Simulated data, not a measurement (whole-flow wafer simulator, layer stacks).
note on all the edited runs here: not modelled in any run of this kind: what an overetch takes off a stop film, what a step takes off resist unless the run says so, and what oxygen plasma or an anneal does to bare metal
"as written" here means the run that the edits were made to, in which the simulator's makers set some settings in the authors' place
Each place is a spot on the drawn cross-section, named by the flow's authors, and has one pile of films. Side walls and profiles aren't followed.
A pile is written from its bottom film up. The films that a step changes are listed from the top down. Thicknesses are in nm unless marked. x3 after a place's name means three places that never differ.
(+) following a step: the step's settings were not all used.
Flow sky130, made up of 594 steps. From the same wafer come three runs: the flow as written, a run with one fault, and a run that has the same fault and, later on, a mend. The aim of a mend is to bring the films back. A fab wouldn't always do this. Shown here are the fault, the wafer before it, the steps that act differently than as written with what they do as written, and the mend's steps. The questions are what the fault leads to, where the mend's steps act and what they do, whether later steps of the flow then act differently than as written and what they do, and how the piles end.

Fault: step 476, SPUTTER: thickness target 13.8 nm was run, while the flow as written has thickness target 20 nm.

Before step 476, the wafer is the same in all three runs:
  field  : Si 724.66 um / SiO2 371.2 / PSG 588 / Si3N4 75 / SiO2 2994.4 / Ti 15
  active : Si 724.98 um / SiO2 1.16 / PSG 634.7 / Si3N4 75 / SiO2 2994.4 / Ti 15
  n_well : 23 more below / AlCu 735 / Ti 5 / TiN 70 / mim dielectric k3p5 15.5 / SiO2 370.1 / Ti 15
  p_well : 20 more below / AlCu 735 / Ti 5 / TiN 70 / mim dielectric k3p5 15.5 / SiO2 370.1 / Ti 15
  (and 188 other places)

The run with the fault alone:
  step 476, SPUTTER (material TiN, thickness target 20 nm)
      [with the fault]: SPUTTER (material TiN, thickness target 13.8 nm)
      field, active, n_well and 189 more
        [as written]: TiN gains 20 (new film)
        [with the fault]: TiN gains 13.8 (new film)
  Steps further on in the flow that do not act as written (9 other steps are not shown; they differ only slightly, by no more than 2% or 0.5 nm, whichever is larger):
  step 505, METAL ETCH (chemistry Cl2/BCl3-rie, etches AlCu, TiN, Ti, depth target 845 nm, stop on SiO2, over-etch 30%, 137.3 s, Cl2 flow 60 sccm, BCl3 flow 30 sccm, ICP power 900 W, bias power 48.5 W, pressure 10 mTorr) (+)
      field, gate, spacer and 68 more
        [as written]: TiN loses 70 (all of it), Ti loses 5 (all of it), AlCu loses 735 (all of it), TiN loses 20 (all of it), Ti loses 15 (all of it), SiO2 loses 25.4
        [with the fault]: TiN loses 70 (all of it), Ti loses 5 (all of it), AlCu loses 735 (all of it), TiN loses 13.8 (all of it), Ti loses 15 (all of it), SiO2 loses 26
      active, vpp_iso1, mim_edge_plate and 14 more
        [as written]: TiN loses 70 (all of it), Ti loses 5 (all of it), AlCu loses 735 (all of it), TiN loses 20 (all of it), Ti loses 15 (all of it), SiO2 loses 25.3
        [with the fault]: TiN loses 70 (all of it), Ti loses 5 (all of it), AlCu loses 735 (all of it), TiN loses 13.8 (all of it), Ti loses 15 (all of it), SiO2 loses 26
  By the end, the piles at n_well, p_well, gate_hv and 102 more depart from the flow's by more than 2% or 0.5 nm, whichever is larger.
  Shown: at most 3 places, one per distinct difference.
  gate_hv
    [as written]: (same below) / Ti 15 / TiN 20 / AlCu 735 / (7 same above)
    [with the fault]: (same below) / Ti 15 / TiN 13.8 / AlCu 735 / (7 same above)
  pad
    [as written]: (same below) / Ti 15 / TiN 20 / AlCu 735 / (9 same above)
    [with the fault]: (same below) / Ti 15 / TiN 13.8 / AlCu 735 / (9 same above)
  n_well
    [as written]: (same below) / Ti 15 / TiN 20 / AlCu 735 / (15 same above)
    [with the fault]: (same below) / Ti 15 / TiN 13.8 / AlCu 735 / (15 same above)

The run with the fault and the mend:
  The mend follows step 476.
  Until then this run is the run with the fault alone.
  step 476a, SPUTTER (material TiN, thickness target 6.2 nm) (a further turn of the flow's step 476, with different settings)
      field, active, n_well and 189 more
        TiN gains 6.2
  Later steps of the flow that are run all act as written at every place that is followed.
  At every place that both follow, the piles at the end match the flow's.
